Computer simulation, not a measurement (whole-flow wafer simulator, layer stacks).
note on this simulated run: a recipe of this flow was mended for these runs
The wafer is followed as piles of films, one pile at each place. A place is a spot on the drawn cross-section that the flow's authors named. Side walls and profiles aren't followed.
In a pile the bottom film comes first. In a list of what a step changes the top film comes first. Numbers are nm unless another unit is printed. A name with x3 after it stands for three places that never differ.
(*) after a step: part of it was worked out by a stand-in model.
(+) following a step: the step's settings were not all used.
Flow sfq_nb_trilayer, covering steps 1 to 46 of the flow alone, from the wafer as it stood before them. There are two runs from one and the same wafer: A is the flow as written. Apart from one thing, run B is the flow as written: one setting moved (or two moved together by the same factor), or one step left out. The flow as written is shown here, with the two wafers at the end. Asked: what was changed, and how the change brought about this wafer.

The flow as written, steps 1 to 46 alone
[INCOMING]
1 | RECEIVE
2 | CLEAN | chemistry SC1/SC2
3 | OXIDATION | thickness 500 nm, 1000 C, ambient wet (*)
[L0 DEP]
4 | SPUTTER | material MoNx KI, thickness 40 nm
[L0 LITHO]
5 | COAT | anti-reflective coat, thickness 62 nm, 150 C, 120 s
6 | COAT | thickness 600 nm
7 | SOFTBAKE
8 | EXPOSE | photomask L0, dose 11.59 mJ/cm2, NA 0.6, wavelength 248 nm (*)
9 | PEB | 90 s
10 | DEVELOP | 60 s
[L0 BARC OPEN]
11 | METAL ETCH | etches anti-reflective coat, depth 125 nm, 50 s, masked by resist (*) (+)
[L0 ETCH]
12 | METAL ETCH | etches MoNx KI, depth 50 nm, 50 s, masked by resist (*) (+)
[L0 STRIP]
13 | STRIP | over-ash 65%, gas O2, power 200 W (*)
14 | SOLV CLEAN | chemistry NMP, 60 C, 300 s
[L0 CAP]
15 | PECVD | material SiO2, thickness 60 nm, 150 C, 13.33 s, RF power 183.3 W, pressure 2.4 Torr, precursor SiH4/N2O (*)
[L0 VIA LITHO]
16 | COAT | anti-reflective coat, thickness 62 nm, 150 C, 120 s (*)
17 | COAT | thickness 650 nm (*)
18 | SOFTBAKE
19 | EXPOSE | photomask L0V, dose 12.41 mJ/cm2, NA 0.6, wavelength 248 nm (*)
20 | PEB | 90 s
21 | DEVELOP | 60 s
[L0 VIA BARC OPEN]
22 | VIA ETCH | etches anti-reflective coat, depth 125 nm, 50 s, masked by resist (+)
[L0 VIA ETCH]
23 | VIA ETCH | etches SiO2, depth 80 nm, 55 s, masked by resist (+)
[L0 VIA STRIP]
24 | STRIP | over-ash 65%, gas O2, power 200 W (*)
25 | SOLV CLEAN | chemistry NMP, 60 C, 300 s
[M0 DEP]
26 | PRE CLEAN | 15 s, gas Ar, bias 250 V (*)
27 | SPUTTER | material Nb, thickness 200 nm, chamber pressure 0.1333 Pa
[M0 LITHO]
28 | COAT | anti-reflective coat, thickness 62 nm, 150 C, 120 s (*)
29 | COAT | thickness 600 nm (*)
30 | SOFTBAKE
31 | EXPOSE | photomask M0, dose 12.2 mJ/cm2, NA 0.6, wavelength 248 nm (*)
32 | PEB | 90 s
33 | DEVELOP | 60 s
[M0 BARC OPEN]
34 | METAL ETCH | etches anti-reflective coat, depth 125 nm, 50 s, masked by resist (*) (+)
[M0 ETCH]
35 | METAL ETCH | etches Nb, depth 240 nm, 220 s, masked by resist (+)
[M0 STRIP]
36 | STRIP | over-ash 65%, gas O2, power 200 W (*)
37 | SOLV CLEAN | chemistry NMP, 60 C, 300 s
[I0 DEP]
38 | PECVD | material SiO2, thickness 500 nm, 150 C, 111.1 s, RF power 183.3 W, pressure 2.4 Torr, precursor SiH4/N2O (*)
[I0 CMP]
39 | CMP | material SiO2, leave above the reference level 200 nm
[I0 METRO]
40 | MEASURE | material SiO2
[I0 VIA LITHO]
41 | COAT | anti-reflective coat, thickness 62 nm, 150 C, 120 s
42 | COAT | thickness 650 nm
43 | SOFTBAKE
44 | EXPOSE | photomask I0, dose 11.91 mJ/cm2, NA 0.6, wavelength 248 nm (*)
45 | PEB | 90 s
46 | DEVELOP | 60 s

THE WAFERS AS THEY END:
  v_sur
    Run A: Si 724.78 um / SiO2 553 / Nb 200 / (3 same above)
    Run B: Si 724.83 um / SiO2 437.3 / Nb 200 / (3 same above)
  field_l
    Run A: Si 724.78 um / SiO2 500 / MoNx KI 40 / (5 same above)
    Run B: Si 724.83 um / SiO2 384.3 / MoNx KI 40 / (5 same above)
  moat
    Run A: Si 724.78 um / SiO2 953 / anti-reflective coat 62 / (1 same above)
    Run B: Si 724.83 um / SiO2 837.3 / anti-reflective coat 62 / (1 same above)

What caused this: step 3, OXIDATION: 965 C was run, while the flow as written has 1000 C.

The path from the change to this, step by step:
  3 | OXIDATION | thickness 500 nm, 1000 C, ambient wet (*)
      field_l, v_sur, via_wl and 103 more: A SiO2 gains 500 (new film), chemical SiO2 loses 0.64 (all of it), Si loses 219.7 | B SiO2 gains 384.3 (new film), chemical SiO2 loses 0.64 (all of it), Si loses 168.8
